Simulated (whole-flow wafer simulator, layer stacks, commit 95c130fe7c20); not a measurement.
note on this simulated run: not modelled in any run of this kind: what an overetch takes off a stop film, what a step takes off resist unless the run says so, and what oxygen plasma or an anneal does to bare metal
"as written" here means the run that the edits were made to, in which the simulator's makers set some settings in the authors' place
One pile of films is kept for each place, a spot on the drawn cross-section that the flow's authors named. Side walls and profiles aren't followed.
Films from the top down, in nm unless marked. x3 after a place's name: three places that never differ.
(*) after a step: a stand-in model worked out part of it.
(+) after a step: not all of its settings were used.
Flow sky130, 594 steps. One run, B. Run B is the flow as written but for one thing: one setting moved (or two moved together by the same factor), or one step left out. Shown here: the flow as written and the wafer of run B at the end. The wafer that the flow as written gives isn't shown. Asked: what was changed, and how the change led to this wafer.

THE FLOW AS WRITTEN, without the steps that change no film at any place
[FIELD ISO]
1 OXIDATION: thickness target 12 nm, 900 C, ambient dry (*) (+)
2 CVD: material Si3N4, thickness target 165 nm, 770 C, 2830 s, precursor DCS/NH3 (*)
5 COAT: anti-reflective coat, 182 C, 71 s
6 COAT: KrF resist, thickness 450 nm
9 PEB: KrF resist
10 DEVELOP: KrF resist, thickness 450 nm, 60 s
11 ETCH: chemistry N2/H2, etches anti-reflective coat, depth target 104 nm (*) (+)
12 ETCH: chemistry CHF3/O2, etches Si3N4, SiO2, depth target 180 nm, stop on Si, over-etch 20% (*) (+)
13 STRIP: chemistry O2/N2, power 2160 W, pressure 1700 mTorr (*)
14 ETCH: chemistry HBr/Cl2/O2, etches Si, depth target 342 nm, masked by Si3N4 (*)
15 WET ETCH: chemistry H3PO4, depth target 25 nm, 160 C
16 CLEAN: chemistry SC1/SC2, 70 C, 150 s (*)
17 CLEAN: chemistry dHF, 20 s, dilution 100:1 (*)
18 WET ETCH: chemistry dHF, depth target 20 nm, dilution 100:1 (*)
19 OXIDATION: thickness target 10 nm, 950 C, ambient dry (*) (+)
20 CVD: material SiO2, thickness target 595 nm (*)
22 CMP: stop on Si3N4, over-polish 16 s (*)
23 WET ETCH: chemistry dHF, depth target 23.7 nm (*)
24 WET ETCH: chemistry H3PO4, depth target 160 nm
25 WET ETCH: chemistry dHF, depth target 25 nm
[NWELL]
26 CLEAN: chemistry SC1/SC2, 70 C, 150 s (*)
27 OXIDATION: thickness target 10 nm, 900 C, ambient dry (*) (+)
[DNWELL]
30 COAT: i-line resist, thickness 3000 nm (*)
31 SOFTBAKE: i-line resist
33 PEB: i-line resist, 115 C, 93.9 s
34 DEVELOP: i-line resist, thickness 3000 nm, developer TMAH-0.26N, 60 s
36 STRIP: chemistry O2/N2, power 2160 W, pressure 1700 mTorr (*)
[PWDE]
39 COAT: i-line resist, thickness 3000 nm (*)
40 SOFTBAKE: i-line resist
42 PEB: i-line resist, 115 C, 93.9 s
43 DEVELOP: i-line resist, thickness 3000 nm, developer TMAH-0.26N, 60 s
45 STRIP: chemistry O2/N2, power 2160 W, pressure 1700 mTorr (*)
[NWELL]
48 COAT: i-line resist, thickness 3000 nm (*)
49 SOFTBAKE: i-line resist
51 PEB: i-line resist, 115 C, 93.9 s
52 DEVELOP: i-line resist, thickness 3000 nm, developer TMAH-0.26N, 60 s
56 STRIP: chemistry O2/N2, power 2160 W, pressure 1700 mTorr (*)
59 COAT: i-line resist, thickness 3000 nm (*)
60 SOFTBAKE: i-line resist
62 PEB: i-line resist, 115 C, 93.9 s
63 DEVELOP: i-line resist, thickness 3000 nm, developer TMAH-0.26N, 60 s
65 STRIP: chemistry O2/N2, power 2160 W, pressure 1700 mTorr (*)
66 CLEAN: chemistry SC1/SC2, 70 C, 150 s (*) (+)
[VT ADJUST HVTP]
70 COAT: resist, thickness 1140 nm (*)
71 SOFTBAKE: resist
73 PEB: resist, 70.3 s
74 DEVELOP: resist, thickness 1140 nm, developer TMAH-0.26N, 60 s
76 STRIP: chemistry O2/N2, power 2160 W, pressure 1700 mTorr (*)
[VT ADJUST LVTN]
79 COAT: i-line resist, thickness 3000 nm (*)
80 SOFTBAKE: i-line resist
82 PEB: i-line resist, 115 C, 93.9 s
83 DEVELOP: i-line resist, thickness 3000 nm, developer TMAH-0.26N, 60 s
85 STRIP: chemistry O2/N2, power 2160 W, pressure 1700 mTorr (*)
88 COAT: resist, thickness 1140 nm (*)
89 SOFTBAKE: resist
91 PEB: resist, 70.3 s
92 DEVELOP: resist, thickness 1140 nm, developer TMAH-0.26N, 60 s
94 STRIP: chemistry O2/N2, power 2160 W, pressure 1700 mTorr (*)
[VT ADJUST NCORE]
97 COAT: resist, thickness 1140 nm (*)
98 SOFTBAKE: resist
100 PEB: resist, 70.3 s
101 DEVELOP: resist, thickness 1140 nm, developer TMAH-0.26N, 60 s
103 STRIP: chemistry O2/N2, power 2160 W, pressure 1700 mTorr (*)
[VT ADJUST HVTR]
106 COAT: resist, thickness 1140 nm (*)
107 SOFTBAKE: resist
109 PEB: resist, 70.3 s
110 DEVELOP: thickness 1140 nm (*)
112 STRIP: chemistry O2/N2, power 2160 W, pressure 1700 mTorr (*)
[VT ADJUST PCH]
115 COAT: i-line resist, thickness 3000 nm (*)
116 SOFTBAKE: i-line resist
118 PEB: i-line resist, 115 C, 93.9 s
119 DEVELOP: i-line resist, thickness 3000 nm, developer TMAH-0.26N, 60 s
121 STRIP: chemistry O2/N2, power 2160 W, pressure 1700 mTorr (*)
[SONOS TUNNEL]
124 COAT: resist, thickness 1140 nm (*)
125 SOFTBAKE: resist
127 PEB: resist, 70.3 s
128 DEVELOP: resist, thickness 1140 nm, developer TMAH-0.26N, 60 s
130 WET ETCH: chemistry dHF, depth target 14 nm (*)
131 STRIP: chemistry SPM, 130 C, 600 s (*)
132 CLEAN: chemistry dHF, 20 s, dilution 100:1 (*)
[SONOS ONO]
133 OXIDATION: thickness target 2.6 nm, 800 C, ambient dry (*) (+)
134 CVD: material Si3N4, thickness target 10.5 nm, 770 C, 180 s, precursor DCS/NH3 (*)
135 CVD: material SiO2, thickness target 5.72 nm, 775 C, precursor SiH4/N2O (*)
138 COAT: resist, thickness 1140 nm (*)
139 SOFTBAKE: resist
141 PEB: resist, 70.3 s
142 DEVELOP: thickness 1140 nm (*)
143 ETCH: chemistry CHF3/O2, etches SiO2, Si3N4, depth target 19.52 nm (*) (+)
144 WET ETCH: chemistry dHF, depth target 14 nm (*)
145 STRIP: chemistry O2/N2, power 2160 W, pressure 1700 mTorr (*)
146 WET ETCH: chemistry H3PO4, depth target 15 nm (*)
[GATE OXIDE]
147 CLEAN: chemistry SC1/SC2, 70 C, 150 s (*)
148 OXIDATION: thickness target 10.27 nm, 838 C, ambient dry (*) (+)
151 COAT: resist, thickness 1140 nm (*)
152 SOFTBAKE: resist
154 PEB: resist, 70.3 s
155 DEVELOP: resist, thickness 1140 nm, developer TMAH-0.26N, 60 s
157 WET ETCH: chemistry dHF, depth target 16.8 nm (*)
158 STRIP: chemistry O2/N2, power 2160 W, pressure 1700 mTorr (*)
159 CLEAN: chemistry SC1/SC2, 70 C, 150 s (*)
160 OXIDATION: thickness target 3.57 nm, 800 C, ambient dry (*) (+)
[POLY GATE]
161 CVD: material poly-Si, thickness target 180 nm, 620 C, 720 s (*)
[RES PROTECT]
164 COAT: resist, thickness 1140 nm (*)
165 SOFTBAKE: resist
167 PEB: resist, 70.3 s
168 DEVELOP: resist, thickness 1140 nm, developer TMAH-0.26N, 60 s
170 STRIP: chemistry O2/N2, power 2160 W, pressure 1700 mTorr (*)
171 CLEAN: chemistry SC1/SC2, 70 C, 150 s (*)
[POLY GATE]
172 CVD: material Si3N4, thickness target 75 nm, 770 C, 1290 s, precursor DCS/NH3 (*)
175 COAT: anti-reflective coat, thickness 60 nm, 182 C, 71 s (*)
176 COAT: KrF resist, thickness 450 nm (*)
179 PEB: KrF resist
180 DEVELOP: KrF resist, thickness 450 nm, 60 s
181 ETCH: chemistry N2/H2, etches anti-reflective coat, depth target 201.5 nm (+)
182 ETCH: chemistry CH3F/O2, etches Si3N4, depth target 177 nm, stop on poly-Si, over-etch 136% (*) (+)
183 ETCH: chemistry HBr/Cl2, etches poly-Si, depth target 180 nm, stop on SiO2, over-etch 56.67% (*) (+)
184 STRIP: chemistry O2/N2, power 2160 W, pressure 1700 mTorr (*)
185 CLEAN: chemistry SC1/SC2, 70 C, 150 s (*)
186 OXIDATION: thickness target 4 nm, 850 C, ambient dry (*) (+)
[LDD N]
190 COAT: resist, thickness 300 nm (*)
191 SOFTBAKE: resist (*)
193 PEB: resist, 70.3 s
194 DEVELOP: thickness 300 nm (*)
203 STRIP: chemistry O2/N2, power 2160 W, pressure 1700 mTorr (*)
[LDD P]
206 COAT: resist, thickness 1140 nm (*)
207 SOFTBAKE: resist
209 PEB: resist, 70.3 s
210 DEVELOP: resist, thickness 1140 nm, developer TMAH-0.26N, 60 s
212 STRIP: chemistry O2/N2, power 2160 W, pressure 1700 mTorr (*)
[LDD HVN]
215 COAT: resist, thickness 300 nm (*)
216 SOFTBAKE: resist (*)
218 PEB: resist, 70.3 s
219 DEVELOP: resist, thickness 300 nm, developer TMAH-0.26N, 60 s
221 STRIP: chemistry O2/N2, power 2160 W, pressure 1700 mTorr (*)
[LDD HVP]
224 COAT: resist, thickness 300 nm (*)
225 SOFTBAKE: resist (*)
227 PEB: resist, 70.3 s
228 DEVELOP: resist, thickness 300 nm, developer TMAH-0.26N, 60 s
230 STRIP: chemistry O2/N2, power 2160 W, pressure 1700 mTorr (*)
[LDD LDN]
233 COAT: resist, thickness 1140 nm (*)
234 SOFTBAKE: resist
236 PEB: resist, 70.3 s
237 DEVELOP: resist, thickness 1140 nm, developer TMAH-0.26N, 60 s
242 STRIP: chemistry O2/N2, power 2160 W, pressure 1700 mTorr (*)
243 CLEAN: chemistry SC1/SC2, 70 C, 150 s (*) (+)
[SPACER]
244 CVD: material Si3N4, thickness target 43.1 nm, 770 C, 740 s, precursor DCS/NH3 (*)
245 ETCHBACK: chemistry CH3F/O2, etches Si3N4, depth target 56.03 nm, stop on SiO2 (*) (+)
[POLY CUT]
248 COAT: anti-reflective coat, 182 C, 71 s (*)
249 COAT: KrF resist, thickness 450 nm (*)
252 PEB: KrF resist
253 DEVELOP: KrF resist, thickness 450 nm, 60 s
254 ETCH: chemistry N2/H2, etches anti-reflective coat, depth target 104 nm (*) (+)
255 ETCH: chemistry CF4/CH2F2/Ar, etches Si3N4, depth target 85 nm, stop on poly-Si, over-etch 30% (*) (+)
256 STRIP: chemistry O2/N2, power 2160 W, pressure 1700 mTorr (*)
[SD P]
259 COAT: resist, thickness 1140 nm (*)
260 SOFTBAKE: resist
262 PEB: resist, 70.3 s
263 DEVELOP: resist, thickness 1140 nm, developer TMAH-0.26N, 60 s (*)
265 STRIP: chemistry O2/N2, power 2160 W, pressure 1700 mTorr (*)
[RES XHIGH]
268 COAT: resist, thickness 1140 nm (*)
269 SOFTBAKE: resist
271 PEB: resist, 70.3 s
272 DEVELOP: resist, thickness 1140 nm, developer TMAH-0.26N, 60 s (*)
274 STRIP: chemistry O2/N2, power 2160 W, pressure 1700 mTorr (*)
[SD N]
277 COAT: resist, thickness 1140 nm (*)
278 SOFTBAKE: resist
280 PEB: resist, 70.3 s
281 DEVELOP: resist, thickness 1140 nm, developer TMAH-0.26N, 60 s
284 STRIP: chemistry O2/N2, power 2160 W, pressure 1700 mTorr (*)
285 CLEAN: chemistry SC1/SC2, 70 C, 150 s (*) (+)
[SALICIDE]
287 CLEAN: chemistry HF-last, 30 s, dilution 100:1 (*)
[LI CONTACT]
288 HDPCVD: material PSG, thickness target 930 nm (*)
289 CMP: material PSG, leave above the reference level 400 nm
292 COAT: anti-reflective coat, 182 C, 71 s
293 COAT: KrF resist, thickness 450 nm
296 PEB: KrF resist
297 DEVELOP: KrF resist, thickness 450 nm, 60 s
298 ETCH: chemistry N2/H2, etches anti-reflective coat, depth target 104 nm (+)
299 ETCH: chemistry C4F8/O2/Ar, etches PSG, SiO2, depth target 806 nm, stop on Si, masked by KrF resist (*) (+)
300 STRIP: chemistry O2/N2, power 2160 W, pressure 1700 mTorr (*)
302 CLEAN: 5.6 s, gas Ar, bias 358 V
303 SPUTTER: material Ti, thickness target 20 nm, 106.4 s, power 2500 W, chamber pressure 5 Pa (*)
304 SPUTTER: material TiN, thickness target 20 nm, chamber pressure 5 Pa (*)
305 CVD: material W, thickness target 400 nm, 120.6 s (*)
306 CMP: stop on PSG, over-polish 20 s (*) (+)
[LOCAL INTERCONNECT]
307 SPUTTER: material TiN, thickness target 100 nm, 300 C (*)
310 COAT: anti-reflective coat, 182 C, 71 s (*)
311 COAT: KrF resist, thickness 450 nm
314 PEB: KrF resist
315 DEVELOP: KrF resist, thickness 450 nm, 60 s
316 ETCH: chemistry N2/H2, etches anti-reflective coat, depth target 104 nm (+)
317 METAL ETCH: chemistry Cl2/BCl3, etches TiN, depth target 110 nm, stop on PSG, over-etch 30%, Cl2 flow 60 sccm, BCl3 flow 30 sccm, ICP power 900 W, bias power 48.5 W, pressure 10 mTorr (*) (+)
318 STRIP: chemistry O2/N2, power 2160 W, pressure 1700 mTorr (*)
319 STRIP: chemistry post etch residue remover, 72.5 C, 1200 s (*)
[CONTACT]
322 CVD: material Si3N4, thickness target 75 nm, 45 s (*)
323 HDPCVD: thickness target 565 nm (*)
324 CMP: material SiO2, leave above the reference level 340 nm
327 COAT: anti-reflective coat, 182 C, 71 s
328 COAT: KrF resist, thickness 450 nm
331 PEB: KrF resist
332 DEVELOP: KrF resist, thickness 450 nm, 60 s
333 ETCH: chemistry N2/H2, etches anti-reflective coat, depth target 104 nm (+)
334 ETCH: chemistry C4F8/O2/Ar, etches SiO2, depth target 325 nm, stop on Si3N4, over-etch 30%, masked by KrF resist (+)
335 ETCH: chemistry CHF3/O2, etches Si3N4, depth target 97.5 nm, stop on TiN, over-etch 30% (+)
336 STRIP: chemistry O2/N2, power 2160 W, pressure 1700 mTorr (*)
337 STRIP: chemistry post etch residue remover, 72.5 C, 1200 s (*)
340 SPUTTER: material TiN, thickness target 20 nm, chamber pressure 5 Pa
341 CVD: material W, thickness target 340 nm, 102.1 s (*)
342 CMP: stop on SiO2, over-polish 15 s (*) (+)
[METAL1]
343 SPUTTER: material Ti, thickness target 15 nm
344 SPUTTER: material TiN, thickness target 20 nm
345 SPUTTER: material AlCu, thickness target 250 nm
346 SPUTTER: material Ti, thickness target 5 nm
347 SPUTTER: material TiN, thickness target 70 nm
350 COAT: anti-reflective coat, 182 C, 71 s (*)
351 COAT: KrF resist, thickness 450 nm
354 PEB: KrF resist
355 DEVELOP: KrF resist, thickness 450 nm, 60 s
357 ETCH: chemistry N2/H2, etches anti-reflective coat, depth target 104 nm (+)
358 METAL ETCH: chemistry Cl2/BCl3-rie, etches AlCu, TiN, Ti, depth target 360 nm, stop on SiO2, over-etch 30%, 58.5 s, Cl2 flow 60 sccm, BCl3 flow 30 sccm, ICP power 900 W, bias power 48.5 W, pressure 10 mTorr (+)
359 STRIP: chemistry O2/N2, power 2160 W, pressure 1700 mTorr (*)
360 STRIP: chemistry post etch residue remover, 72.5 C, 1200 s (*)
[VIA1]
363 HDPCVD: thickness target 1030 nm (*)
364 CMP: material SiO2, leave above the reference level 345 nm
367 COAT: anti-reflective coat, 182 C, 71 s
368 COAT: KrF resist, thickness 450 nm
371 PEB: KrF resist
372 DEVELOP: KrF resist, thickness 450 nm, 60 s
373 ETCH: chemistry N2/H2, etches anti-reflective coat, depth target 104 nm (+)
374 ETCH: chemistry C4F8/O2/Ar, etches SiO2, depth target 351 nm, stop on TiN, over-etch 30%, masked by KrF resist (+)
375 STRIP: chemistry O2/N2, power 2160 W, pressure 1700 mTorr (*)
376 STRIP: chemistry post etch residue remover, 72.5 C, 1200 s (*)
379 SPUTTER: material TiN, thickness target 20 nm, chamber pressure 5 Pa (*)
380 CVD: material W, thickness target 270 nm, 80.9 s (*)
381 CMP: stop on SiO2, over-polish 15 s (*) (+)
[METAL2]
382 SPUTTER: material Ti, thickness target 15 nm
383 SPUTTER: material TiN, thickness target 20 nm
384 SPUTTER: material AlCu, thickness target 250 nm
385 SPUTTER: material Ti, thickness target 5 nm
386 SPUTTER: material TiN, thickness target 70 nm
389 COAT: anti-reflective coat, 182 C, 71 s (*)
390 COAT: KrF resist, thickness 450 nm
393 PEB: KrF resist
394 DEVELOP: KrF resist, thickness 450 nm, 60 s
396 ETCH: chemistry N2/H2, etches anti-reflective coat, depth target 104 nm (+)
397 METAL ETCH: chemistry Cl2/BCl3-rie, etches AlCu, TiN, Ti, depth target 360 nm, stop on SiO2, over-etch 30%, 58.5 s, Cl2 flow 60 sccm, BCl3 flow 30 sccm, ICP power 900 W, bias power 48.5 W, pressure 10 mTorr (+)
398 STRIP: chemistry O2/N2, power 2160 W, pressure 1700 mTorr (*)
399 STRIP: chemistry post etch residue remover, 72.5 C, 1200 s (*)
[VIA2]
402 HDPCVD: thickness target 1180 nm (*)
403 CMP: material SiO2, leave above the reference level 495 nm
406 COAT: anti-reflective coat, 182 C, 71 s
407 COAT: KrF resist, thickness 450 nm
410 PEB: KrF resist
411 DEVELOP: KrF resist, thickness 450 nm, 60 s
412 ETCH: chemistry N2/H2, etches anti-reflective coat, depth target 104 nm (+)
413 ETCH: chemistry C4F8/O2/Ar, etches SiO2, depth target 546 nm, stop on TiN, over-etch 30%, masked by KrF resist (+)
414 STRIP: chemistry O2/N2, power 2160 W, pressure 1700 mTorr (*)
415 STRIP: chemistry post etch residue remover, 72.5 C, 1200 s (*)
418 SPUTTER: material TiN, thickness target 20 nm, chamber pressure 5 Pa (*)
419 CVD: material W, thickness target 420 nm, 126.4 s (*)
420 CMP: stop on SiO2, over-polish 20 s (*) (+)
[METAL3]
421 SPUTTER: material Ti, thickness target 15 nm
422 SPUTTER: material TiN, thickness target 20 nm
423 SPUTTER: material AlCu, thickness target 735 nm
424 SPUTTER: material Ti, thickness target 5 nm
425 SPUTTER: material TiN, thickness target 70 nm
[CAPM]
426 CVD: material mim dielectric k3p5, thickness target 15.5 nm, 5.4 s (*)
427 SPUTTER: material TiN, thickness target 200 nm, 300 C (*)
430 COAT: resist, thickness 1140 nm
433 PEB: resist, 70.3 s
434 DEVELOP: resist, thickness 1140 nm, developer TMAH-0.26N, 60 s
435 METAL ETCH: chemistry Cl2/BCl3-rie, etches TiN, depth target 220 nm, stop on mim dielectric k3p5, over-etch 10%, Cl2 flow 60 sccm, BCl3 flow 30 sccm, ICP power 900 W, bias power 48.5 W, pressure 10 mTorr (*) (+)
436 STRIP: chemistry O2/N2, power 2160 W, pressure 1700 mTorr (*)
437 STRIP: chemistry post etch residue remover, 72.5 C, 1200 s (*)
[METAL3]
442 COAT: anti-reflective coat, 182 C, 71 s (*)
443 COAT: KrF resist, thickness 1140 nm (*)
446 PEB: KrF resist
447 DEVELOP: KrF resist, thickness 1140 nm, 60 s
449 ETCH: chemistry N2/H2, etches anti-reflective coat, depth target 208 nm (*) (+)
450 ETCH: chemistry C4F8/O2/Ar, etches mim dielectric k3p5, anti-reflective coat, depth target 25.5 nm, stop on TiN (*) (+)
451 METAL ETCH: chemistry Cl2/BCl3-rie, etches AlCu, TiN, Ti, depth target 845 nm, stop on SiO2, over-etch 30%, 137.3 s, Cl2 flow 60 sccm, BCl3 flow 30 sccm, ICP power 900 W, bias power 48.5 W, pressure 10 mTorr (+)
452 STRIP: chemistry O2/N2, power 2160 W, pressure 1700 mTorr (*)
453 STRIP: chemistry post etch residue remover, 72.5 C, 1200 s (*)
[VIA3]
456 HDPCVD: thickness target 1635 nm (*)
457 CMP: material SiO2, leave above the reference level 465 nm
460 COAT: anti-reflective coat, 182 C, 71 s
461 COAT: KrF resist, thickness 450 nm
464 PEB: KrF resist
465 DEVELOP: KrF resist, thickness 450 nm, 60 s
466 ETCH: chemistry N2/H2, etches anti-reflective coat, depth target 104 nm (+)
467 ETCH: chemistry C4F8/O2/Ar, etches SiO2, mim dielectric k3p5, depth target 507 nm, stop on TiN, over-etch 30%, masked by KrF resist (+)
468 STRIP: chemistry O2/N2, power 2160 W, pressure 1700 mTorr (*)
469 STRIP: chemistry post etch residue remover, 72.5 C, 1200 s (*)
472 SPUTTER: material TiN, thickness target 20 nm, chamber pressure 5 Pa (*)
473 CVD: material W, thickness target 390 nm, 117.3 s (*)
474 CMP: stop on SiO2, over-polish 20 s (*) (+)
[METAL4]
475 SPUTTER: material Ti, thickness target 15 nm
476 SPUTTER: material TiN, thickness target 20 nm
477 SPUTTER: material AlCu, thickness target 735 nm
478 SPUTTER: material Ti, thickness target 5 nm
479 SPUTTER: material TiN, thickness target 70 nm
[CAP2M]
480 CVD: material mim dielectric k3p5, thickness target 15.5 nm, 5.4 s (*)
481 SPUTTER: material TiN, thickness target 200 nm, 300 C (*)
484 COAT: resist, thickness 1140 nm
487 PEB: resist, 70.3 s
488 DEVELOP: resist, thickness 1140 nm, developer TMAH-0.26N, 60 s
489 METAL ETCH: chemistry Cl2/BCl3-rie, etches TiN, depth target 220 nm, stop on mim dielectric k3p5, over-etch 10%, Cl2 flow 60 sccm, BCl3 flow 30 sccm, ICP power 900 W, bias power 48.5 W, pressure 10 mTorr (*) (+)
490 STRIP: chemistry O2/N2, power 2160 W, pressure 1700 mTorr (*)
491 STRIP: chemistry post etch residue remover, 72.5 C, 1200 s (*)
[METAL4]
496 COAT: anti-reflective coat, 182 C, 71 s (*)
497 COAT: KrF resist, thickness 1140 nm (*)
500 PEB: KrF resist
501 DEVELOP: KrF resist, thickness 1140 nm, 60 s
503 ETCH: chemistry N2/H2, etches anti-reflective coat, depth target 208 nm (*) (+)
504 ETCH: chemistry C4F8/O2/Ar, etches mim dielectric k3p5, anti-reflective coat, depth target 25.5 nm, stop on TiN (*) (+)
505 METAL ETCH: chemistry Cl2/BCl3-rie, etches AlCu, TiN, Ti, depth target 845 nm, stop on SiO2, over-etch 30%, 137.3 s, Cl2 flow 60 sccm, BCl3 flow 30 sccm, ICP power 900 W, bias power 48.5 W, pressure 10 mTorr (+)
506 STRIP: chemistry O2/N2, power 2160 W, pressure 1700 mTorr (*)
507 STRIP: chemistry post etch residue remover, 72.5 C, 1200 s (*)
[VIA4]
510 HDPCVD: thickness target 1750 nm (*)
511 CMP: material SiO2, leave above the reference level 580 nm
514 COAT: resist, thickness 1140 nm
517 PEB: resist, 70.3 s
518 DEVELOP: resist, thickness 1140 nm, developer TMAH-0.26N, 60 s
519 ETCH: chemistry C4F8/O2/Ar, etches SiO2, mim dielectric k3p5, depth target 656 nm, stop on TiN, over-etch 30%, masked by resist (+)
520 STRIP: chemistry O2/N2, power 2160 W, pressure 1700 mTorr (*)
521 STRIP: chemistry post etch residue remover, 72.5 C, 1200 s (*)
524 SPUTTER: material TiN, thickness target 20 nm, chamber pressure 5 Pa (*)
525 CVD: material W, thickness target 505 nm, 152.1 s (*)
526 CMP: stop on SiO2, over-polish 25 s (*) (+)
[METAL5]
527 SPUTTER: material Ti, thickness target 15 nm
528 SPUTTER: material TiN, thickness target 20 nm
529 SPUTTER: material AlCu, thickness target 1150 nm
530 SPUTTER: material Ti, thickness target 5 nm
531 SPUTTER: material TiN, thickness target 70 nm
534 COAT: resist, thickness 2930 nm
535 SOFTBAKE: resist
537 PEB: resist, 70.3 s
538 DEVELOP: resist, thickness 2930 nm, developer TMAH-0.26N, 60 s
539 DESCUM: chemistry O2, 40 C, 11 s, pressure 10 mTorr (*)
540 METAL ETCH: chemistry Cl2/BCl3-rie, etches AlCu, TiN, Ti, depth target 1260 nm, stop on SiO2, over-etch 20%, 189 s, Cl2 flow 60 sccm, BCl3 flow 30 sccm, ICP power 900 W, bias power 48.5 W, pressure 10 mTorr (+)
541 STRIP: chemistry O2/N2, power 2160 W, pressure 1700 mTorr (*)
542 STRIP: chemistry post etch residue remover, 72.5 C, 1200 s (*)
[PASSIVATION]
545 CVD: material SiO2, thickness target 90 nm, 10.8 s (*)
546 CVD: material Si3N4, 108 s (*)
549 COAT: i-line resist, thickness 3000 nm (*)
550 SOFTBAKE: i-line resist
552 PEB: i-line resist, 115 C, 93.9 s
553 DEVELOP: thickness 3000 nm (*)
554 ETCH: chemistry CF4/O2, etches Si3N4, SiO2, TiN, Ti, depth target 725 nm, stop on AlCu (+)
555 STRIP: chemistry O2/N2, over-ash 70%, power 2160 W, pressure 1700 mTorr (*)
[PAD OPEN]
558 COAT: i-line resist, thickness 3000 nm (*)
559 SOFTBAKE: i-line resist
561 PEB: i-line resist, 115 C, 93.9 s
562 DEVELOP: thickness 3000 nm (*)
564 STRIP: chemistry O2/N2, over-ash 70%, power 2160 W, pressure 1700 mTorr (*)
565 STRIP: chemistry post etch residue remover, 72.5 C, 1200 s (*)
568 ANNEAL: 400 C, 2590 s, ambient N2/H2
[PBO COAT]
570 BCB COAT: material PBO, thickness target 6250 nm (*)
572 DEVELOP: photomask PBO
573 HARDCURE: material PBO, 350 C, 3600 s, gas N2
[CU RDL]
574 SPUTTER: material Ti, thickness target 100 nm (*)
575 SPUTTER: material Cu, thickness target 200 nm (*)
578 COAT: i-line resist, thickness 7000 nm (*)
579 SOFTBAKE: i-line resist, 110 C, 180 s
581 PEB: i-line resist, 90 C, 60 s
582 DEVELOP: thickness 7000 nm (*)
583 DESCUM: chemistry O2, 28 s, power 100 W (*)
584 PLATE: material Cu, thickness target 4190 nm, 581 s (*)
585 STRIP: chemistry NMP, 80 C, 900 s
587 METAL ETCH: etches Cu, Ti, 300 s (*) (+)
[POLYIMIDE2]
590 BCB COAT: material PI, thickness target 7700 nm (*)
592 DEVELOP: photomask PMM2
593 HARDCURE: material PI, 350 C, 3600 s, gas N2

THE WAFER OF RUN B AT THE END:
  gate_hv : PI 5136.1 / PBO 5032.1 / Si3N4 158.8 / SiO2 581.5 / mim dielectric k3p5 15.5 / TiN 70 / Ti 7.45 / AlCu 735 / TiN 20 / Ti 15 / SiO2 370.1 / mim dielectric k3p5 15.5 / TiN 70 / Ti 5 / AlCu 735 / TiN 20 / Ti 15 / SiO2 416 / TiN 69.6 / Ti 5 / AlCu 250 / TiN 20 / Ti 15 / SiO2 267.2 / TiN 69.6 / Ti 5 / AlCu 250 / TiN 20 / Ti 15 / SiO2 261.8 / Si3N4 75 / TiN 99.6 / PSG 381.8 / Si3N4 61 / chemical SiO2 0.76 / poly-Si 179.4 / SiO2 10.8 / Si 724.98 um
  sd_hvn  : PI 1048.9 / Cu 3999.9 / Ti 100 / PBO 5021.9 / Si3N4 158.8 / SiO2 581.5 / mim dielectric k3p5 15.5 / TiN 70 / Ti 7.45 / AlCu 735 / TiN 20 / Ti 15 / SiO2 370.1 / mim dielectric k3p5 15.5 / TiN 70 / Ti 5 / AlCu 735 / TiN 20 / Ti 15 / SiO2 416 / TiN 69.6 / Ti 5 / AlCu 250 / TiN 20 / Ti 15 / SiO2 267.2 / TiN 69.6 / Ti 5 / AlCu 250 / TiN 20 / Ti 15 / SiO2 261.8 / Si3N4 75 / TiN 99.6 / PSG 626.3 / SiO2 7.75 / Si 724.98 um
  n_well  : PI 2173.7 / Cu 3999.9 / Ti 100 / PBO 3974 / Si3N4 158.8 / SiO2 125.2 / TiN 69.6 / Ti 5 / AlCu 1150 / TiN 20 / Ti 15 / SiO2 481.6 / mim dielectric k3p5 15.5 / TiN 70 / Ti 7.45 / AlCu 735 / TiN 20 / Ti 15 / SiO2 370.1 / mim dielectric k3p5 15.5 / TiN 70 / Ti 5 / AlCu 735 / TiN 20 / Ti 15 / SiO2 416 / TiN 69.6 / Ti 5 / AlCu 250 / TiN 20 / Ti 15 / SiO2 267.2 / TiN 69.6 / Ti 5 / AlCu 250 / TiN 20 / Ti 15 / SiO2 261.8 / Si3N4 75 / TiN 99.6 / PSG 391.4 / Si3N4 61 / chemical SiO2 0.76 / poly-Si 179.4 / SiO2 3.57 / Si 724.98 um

The cause: step 478, SPUTTER: thickness target 7.45 nm was run, where the flow has thickness target 5 nm.
It can be read off the wafer: gate_hv has Ti 7.45, and step 478 as written asks for 5 nm.

How the change led to this, step by step:
  478 SPUTTER: material Ti, thickness target 5 nm
      field, active, n_well and 189 more: Ti +7.45 (new film) (as written it would be: Ti +5 (new film))
  505 METAL ETCH: chemistry Cl2/BCl3-rie, etches AlCu, TiN, Ti, depth target 845 nm, stop on SiO2, over-etch 30%, 137.3 s, Cl2 flow 60 sccm, BCl3 flow 30 sccm, ICP power 900 W, bias power 48.5 W, pressure 10 mTorr (+)
      field, gate, spacer and 68 more: TiN -70 (all of it), Ti -7.45 (all of it), AlCu -735 (all of it), TiN -20 (all of it), Ti -15 (all of it), SiO2 -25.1 (as written it would be: TiN -70 (all of it), Ti -5 (all of it), AlCu -735 (all of it), TiN -20 (all of it), Ti -15 (all of it), SiO2 -25.4)
      active, vpp_iso1, mim_edge_plate and 14 more: TiN -70 (all of it), Ti -7.45 (all of it), AlCu -735 (all of it), TiN -20 (all of it), Ti -15 (all of it), SiO2 -25.1 (as written it would be: TiN -70 (all of it), Ti -5 (all of it), AlCu -735 (all of it), TiN -20 (all of it), Ti -15 (all of it), SiO2 -25.3)
